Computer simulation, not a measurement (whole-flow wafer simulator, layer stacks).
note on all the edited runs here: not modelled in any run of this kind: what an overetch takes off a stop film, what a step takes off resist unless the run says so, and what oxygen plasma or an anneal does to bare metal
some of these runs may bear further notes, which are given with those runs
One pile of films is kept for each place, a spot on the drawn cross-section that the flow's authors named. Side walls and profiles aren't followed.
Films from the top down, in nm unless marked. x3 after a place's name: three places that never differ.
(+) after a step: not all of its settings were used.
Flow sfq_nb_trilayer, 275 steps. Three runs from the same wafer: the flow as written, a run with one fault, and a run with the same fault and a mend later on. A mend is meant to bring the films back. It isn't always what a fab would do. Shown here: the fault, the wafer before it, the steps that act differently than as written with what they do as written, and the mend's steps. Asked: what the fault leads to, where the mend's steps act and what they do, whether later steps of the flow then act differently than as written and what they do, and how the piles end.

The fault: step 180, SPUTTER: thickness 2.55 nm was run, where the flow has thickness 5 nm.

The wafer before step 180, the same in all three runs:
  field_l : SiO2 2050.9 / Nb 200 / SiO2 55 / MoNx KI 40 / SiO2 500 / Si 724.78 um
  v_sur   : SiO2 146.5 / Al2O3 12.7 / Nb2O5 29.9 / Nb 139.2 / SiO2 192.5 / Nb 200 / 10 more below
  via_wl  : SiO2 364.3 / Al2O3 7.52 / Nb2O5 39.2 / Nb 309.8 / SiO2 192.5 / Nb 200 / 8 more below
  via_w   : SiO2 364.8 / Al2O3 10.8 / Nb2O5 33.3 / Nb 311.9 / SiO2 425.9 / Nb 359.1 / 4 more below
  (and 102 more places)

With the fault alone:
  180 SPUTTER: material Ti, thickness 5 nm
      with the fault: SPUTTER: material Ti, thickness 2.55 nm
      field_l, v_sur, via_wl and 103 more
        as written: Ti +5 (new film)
        with the fault: Ti +2.55 (new film)
  Later steps of the flow that act differently than as written (20 more steps differ only slightly, by at most 2% or 0.5 nm, whichever is larger, and aren't shown):
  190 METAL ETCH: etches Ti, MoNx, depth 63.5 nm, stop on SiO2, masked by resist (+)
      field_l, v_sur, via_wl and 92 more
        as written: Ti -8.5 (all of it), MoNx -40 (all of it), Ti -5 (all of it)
        with the fault: Ti -8.5 (all of it), MoNx -40 (all of it), Ti -2.55 (all of it)
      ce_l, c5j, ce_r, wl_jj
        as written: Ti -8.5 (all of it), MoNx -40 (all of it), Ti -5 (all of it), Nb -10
        with the fault: Ti -8.5 (all of it), MoNx -40 (all of it), Ti -2.55 (all of it), Nb -12.4
  At the end the piles differ from the flow's by more than 2% or 0.5 nm, whichever is larger, at be_r, r_sur, res, r_end, r5r_line_l, r5r_line_c, r5r_line_r.
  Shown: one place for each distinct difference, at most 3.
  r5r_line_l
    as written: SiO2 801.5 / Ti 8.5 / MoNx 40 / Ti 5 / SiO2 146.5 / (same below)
    with the fault: SiO2 804 / Ti 8.5 / MoNx 40 / Ti 2.55 / SiO2 146.5 / (same below)
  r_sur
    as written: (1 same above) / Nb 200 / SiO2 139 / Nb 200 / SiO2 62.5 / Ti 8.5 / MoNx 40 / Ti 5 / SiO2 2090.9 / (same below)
    with the fault: (1 same above) / Nb 200 / SiO2 141.4 / Nb 200 / SiO2 62.5 / Ti 8.5 / MoNx 40 / Ti 2.55 / SiO2 2090.9 / (same below)
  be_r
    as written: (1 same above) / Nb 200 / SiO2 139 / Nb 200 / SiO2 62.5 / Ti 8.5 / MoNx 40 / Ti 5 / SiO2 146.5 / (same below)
    with the fault: (1 same above) / Nb 200 / SiO2 141.4 / Nb 200 / SiO2 62.5 / Ti 8.5 / MoNx 40 / Ti 2.55 / SiO2 146.5 / (same below)

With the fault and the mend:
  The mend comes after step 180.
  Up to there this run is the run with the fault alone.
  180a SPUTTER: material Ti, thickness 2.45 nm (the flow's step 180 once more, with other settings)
      field_l, v_sur, via_wl and 103 more
        Ti +2.45
  No later step of the flow acts differently than as written at any place that is followed.
  At the end the piles are the same as the flow's at every place that both follow.
